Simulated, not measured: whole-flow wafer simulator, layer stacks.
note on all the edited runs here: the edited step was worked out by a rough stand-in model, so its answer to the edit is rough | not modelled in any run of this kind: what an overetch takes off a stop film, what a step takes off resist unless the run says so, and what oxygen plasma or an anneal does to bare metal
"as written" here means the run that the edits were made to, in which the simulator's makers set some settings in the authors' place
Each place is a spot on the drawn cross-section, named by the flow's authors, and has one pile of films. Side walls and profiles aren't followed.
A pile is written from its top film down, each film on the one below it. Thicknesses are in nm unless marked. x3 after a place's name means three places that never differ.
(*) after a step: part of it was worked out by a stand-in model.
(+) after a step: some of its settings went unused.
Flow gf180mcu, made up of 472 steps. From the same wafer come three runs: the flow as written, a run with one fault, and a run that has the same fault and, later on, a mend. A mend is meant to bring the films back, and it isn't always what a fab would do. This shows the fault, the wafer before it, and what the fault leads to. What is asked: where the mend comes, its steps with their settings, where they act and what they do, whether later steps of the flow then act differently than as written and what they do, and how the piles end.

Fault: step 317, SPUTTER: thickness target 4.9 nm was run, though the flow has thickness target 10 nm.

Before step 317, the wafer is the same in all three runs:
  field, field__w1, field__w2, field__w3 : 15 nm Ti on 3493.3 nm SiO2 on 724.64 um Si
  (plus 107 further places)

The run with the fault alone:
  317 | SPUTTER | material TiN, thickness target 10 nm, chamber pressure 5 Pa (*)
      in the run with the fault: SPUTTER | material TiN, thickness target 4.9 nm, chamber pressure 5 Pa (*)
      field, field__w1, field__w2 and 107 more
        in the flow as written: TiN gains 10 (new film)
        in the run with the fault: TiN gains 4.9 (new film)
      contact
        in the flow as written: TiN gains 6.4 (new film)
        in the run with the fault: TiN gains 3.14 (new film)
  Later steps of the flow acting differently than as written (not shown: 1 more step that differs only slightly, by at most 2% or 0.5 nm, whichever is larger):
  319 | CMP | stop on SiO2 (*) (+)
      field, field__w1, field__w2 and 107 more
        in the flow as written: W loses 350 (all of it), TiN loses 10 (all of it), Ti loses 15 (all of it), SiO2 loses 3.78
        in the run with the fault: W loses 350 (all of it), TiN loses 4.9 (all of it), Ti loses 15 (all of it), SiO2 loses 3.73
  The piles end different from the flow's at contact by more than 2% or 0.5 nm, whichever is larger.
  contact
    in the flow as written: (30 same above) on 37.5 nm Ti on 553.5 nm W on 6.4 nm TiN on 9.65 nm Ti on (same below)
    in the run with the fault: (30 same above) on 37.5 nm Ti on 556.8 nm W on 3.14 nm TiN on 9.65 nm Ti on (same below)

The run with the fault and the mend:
  The mend stands after step 317.
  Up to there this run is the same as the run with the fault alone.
  317a | SPUTTER | material TiN, thickness target 5.1 nm, chamber pressure 5 Pa (*) (the flow's step 317, run once more with other settings)
      field, field__w1, field__w2 and 107 more
        TiN gains 5.1
      contact
        TiN gains 3.26
  Later steps of the flow that are run all act as written at every place that is followed.
  At every place that both follow, the piles at the end match the flow's.
